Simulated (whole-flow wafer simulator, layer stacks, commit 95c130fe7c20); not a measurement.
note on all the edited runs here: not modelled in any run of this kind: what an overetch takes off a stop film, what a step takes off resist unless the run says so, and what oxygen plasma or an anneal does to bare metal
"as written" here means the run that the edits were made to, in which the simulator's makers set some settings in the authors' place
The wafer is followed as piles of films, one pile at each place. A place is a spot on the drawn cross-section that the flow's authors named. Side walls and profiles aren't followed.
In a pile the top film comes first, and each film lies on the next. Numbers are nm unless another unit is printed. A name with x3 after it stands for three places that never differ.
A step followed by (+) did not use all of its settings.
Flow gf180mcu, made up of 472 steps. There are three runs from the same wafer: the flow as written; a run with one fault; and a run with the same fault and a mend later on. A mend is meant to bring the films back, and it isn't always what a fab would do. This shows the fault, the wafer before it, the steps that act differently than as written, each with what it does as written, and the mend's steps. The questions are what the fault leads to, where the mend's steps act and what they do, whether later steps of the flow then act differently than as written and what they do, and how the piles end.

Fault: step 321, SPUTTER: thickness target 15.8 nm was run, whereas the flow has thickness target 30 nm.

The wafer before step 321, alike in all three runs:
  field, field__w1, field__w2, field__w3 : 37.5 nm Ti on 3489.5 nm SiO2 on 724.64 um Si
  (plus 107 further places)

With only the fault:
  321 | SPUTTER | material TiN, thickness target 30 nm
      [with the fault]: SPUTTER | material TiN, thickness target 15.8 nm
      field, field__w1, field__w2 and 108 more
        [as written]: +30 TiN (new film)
        [with the fault]: +15.8 TiN (new film)
  Steps further on in the flow that do not act as written:
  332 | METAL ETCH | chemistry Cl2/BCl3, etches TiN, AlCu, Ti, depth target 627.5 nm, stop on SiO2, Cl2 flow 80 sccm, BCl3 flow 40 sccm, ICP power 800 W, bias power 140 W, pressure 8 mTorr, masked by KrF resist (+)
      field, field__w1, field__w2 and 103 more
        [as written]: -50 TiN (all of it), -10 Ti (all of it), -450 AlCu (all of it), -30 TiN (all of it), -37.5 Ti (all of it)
        [with the fault]: -50 TiN (all of it), -10 Ti (all of it), -450 AlCu (all of it), -15.8 TiN (all of it), -37.5 Ti (all of it)
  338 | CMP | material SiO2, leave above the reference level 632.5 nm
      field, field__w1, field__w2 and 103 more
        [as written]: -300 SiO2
        [with the fault]: -314.2 SiO2
  The piles end different from the flow's at field__w8, contact, m1, m1__w1, m1_nw by more than 2% or 0.5 nm, whichever is larger.
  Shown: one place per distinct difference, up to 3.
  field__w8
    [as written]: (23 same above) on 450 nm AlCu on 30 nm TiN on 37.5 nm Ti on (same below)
    [with the fault]: (23 same above) on 450 nm AlCu on 15.8 nm TiN on 37.5 nm Ti on (same below)
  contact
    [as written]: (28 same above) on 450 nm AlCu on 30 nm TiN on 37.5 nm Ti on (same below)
    [with the fault]: (28 same above) on 450 nm AlCu on 15.8 nm TiN on 37.5 nm Ti on (same below)

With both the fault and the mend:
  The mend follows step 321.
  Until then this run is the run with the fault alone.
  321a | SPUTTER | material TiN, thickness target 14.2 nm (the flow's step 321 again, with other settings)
      field, field__w1, field__w2 and 108 more
        +14.2 TiN
  Later steps of the flow that are run all act as written at every place that is followed.
  By the end, the piles equal the flow's at every place that both follow.
